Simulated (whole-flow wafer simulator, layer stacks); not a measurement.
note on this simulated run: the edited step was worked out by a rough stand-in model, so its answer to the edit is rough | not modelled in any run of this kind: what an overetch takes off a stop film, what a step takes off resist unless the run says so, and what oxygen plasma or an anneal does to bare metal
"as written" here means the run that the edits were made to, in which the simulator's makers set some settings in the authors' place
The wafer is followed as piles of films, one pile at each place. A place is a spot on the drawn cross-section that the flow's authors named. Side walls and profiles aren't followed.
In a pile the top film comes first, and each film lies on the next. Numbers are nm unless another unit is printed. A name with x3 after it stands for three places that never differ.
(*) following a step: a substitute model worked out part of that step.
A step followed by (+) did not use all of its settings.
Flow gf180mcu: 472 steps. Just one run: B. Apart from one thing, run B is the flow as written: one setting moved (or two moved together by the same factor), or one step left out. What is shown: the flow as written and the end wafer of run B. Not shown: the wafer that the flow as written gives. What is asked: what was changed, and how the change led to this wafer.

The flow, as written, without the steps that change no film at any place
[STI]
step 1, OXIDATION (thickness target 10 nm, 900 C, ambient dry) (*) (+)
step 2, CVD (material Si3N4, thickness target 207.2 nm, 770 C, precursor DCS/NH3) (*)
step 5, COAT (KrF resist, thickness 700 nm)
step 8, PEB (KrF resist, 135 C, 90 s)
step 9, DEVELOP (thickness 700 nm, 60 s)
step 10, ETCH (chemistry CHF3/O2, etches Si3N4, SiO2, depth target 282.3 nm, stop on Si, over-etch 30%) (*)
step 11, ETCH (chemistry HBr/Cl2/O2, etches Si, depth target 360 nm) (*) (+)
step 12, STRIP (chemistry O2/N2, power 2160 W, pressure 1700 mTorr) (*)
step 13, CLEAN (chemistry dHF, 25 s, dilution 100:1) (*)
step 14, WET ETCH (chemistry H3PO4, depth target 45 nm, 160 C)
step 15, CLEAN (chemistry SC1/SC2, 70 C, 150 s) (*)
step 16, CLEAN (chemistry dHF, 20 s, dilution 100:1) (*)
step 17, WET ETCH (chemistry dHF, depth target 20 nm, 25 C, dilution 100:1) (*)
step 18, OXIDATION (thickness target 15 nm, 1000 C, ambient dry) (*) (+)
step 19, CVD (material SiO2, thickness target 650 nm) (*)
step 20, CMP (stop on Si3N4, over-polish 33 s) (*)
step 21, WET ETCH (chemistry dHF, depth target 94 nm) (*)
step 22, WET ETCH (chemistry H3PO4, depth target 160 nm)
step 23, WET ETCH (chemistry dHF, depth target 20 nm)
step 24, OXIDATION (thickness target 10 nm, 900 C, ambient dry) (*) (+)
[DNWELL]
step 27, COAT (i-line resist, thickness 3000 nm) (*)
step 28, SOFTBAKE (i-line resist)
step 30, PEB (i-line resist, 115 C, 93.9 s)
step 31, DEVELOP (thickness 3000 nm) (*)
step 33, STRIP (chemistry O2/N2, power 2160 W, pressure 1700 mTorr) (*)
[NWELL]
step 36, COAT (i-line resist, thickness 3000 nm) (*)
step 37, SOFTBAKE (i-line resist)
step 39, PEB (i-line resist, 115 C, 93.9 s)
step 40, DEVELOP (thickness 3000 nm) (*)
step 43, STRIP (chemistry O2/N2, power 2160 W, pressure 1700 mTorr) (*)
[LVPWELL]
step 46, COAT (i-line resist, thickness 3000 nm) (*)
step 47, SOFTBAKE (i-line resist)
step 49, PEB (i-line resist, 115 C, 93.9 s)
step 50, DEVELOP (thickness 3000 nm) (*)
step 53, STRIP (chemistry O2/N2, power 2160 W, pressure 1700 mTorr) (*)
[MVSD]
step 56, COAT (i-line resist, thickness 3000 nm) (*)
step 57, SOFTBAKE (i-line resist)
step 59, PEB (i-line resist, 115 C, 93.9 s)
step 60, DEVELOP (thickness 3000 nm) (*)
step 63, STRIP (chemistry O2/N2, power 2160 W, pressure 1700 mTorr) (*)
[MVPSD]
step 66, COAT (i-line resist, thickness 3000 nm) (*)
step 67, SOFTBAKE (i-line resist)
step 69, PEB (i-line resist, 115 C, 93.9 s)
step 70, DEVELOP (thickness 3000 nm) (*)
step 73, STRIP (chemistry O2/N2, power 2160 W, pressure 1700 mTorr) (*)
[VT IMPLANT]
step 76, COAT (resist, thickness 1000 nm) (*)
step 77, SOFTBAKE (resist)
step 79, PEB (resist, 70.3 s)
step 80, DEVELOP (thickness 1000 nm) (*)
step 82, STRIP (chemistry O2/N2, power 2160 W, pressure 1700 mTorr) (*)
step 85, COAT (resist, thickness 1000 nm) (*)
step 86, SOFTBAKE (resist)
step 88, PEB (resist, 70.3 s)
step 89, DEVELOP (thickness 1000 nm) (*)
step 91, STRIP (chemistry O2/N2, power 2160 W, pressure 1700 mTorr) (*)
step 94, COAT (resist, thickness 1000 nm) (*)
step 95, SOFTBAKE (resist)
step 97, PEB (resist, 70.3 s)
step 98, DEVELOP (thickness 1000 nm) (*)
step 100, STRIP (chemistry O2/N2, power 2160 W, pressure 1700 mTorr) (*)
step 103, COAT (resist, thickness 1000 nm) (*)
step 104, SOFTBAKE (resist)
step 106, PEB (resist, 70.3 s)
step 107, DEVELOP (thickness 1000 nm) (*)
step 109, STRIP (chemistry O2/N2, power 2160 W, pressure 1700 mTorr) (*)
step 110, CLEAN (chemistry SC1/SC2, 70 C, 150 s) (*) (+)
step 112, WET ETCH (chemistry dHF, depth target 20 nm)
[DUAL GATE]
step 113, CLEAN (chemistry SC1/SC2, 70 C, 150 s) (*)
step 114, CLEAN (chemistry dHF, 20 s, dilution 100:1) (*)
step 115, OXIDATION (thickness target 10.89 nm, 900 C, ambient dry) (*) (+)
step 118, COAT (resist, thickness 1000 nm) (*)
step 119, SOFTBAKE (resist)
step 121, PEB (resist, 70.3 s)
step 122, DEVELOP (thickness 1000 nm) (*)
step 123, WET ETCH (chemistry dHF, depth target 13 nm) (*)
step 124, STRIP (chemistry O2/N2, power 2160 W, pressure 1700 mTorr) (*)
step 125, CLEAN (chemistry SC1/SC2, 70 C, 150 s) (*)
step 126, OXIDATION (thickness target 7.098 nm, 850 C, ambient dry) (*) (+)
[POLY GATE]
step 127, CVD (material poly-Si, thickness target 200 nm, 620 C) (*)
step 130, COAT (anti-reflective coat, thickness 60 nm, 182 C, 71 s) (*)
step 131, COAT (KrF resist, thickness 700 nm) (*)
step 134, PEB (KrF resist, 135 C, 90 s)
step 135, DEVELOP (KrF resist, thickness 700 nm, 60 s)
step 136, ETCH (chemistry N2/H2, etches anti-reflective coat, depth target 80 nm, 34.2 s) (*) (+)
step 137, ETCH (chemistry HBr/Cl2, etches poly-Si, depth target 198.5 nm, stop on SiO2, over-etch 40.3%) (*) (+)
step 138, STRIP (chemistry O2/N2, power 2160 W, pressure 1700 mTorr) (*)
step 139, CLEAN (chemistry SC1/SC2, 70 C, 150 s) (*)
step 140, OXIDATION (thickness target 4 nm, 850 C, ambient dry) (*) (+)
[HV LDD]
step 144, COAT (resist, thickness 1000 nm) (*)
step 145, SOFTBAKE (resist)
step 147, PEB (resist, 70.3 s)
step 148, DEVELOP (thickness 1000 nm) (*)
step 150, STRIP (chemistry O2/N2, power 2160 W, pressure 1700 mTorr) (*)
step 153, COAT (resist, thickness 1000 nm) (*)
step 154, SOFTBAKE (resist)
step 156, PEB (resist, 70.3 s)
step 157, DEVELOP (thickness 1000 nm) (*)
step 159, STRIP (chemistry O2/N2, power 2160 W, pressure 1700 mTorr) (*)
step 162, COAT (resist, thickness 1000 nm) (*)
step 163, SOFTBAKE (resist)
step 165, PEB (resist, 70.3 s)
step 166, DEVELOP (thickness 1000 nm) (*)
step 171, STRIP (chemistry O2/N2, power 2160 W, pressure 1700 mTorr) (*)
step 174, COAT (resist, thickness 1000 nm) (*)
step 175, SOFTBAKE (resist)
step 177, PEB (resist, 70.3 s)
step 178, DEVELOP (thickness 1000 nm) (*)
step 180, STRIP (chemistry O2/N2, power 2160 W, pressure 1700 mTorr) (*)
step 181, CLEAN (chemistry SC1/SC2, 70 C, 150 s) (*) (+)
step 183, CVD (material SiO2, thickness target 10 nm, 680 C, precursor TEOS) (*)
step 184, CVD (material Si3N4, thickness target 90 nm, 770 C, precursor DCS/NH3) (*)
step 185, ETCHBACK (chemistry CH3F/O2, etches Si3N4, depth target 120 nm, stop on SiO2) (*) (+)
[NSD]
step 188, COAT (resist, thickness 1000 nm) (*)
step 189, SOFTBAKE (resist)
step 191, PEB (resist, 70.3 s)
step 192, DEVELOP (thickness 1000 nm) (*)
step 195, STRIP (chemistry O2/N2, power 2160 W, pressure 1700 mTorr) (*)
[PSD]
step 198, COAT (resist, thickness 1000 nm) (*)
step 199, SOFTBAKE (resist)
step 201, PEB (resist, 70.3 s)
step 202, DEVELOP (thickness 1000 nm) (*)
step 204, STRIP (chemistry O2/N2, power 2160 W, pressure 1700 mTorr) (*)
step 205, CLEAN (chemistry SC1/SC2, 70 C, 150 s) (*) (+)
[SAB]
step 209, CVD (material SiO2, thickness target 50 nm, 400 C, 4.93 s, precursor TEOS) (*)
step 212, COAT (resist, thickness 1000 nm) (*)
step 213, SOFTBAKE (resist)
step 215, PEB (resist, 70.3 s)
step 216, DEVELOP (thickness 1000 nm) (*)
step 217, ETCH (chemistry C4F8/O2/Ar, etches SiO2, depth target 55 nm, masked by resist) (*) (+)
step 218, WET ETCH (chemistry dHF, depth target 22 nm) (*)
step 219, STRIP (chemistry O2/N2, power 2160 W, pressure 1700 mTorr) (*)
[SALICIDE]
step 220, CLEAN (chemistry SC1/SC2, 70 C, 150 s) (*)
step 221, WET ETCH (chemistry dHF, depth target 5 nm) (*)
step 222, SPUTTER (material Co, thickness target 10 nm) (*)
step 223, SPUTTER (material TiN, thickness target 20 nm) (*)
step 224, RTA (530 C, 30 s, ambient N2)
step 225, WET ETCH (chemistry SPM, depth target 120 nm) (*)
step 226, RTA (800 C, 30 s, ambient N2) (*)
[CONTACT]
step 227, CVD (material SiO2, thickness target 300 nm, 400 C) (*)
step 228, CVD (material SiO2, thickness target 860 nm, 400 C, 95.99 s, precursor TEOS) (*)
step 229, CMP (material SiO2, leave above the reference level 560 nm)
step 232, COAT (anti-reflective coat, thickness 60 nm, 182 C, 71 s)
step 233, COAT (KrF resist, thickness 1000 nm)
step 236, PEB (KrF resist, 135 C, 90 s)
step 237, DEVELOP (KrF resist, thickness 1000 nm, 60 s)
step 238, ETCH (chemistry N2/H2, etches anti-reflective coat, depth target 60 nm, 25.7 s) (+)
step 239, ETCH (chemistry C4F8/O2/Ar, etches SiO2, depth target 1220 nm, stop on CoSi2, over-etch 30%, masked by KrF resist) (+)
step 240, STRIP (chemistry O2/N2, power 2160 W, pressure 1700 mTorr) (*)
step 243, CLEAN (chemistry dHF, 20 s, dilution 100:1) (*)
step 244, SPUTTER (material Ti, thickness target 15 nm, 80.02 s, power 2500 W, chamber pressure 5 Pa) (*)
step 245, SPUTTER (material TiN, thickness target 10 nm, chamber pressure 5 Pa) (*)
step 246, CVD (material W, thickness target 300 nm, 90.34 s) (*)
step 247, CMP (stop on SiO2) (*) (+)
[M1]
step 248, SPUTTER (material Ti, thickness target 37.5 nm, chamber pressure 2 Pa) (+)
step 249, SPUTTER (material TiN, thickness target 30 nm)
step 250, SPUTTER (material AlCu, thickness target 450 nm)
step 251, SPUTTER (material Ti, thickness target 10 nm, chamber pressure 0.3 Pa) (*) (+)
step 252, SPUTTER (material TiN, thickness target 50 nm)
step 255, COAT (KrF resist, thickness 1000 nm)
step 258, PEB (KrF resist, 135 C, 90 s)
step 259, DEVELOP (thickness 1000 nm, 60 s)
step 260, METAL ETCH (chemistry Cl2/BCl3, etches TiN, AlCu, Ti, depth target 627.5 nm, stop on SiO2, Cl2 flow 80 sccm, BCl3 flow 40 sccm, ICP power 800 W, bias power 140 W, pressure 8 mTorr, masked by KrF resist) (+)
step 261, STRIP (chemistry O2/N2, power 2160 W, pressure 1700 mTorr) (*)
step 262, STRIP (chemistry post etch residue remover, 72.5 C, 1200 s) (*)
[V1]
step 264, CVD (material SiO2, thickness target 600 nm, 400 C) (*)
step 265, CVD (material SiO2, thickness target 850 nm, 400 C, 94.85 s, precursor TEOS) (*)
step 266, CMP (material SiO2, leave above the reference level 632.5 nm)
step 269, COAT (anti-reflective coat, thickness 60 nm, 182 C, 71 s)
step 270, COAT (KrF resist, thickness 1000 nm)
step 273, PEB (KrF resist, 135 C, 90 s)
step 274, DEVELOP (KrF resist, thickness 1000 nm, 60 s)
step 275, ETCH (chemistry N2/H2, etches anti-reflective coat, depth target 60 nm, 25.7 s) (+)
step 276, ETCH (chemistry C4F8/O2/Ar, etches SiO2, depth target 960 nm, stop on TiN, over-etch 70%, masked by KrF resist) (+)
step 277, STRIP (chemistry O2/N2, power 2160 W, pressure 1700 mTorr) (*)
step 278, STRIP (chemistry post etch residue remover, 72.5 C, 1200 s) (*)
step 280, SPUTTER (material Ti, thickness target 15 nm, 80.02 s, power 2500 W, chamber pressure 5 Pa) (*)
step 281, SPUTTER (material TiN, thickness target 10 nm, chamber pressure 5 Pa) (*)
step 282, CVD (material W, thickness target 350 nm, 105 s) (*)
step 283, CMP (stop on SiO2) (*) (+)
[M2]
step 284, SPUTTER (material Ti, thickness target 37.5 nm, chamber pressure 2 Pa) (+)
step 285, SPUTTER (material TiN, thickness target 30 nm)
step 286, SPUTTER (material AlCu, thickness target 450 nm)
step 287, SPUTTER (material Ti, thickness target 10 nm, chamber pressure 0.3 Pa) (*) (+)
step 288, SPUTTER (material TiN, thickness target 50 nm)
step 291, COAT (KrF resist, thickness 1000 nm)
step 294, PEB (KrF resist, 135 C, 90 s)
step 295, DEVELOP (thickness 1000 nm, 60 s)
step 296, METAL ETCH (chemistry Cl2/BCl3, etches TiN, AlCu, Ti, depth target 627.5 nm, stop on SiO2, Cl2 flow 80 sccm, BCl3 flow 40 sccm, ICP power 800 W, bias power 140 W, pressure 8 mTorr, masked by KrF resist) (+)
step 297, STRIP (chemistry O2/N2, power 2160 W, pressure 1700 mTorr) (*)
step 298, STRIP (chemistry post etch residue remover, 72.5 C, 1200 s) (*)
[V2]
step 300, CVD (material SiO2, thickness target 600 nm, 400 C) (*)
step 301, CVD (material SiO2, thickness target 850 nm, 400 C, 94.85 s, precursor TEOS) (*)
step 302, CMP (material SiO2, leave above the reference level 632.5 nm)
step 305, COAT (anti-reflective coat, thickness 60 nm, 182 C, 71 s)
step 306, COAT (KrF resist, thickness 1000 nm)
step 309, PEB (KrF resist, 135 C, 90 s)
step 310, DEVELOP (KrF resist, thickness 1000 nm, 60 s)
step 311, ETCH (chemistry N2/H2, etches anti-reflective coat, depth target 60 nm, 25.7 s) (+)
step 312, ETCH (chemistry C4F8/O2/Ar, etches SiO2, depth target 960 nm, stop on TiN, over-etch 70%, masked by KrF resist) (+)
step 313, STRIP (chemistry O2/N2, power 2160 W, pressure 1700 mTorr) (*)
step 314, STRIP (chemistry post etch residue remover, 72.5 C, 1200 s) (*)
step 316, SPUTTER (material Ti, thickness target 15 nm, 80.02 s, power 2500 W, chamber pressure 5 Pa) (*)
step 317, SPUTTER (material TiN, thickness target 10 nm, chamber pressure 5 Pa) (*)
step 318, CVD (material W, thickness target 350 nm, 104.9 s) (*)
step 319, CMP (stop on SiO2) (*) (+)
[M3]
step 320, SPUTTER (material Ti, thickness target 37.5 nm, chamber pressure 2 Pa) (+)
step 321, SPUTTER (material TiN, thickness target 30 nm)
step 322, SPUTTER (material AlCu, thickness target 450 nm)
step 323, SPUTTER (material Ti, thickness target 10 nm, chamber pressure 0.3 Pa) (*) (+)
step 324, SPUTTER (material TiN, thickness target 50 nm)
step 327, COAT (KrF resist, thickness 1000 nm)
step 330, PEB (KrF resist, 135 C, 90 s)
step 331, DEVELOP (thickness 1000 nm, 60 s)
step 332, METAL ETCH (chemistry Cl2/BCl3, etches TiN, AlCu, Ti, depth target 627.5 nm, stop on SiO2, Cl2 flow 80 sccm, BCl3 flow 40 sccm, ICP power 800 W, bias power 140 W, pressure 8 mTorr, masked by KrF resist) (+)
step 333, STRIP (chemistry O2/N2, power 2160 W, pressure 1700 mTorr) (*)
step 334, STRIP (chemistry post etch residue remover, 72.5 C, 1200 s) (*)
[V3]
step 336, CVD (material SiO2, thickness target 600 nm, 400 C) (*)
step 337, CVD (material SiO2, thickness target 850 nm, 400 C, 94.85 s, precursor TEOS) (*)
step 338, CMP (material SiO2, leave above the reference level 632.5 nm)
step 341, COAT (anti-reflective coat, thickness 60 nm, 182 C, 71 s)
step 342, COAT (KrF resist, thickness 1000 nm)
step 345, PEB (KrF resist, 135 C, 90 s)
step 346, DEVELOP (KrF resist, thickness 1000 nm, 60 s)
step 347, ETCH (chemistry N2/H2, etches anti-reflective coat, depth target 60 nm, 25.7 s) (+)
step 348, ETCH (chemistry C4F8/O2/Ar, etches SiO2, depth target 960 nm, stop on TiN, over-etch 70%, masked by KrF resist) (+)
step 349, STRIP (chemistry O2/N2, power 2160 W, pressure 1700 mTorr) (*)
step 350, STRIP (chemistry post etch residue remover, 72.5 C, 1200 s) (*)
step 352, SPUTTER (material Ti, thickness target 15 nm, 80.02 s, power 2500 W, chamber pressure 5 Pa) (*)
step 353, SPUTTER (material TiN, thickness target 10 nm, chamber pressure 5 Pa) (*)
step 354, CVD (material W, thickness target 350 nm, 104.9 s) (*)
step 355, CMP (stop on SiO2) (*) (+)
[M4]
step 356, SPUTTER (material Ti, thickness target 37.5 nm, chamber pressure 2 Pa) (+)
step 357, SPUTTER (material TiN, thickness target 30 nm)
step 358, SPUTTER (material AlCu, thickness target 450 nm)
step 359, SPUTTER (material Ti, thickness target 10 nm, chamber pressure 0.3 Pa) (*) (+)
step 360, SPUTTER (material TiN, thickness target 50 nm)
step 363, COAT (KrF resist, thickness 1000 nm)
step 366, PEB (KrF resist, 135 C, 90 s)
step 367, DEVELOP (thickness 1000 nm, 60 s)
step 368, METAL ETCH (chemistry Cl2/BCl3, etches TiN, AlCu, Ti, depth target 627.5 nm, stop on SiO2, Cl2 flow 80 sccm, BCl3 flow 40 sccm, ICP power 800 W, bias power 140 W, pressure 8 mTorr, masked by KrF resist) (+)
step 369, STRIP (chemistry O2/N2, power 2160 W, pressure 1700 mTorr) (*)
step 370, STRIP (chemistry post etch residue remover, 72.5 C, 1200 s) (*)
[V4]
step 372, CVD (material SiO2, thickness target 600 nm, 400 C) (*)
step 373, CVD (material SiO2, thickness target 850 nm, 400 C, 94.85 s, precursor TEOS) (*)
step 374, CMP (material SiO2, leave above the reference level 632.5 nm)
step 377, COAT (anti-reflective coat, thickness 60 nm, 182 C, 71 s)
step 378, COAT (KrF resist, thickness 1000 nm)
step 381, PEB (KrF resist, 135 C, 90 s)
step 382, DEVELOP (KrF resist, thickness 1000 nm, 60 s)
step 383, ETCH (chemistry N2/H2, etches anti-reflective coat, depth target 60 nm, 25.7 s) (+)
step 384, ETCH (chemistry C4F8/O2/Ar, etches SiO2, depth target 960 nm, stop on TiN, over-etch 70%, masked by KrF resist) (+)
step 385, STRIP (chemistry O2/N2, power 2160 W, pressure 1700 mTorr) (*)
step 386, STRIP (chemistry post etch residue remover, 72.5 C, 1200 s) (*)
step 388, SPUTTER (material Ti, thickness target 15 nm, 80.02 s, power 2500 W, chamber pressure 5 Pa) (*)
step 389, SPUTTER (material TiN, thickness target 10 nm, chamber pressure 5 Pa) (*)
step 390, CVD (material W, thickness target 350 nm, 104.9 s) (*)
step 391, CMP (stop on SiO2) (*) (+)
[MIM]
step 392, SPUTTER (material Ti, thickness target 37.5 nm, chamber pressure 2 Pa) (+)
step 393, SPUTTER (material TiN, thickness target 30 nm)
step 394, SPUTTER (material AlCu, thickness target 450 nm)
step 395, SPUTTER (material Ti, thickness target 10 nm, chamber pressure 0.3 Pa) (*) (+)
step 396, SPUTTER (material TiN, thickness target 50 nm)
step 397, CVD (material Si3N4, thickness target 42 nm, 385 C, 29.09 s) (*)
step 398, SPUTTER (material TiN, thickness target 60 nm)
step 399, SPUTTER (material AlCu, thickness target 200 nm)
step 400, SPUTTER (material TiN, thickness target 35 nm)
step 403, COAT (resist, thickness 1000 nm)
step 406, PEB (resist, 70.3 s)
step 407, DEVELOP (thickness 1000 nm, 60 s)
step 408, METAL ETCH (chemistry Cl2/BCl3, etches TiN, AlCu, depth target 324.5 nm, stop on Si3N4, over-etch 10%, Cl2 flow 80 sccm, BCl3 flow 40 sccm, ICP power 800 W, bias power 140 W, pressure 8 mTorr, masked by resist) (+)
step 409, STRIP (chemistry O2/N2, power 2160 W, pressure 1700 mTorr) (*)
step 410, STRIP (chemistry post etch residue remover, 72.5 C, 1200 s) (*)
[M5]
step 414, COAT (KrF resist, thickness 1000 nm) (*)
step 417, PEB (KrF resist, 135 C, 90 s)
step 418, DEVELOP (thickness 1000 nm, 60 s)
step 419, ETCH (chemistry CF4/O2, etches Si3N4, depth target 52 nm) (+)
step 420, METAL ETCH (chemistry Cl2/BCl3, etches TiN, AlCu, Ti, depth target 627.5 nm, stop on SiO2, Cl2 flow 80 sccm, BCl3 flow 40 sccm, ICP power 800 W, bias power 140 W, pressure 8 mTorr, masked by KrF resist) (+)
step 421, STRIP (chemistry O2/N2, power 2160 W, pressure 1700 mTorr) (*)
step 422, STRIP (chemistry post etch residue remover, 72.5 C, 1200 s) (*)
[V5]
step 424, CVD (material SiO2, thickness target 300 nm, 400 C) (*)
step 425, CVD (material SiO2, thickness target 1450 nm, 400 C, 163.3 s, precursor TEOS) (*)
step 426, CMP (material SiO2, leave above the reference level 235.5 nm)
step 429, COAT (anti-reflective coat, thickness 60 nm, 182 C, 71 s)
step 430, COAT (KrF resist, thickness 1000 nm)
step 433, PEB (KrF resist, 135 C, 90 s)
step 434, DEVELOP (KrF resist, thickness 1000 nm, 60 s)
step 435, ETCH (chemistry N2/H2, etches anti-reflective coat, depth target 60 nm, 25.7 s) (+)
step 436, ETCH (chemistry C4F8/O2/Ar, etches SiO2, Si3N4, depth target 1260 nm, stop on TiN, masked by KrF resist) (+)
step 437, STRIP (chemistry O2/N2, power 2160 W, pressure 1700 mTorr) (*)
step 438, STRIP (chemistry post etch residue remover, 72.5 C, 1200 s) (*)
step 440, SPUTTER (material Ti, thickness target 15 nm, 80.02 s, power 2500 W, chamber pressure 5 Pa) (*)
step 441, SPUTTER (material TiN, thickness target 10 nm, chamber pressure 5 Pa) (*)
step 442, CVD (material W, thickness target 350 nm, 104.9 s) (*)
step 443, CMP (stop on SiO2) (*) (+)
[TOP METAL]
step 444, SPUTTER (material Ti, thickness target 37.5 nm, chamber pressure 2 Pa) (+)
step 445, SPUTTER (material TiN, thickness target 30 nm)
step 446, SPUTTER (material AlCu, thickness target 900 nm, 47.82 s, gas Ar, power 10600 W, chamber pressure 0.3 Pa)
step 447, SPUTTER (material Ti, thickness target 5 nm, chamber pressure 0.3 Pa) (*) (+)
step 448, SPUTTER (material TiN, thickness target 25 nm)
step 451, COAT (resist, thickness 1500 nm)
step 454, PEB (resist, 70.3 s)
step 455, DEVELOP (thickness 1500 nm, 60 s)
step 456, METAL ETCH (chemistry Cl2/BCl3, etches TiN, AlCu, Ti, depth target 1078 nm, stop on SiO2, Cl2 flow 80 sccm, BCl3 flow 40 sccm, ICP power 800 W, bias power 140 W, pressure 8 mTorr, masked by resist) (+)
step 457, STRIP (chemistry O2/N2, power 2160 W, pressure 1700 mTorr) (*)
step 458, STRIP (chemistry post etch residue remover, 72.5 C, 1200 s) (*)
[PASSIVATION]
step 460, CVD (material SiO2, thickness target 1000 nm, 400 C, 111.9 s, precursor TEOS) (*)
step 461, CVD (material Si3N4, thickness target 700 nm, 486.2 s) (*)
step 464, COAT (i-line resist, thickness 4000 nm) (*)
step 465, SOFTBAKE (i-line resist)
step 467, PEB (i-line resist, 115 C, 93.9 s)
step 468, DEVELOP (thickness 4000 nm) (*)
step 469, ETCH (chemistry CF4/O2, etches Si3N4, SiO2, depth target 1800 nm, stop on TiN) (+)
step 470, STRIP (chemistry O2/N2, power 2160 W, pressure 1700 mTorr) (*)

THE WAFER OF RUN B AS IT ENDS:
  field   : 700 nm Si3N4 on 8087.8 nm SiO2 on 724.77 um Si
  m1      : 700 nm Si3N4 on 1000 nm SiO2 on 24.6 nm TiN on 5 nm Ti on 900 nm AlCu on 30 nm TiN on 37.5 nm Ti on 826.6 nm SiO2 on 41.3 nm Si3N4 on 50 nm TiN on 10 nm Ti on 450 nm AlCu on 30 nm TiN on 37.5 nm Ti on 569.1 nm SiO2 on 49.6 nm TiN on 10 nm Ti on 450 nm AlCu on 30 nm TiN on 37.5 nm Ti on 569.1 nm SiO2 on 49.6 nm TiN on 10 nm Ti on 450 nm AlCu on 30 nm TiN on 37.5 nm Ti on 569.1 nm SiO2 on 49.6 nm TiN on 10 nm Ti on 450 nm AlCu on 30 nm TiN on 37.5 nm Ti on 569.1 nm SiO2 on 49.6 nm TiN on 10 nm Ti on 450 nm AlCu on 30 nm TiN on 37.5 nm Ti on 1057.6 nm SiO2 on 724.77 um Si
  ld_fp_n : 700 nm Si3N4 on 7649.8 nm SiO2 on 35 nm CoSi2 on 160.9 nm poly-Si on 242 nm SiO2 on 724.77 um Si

Cause: step 11, ETCH: depth target 220 nm was run, while the flow as written has depth target 360 nm.

Step by step, how the change led to this:
  step 11, ETCH (chemistry HBr/Cl2/O2, etches Si, depth target 360 nm) (*) (+)
      active, n_well, p_well and 40 more: -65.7 KrF resist (as written it would have been: -112.3 KrF resist)
      field, field_sub, sti and 34 more: -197 Si (as written it would have been: -337 Si)
  step 12, STRIP (chemistry O2/N2, power 2160 W, pressure 1700 mTorr) (*)
      active, n_well, p_well and 40 more: -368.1 KrF resist (all of it) (as written it would have been: -321.4 KrF resist (all of it))
  step 19, CVD (material SiO2, thickness target 650 nm) (*)
      m1, ld_fp_n, ld_drift_n and 8 more: +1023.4 SiO2 (as written it would have been: +1163.4 SiO2)
  step 20, CMP (stop on Si3N4, over-polish 33 s) (*)
      sti, mim_1p0, pad and 11 more: -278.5 SiO2 (as written it would have been: -138.5 SiO2)
      nw_enc_fld, nw_enc_fld_lv: -282.5 SiO2 (as written it would have been: -142.5 SiO2)
      (and at 10 other places as well)
  step 115, OXIDATION (thickness target 10.89 nm, 900 C, ambient dry) (*) (+)
      field, field__w1, field__w2 and 6 more: +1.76 SiO2, -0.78 Si (as written it would have been: +1.25 SiO2, -0.55 Si)
      npoly_u, ppoly_u, m1_nw: +1.75 SiO2, -0.77 Si (as written it would have been: +1.24 SiO2, -0.55 Si)
      (and at 2 other places as well)
  step 189, SOFTBAKE (resist)
      field__w9: -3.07 resist (as written it would have been: +6.92 resist)
  step 199, SOFTBAKE (resist)
      field__w9: -3.07 resist (as written it would have been: +6.92 resist)
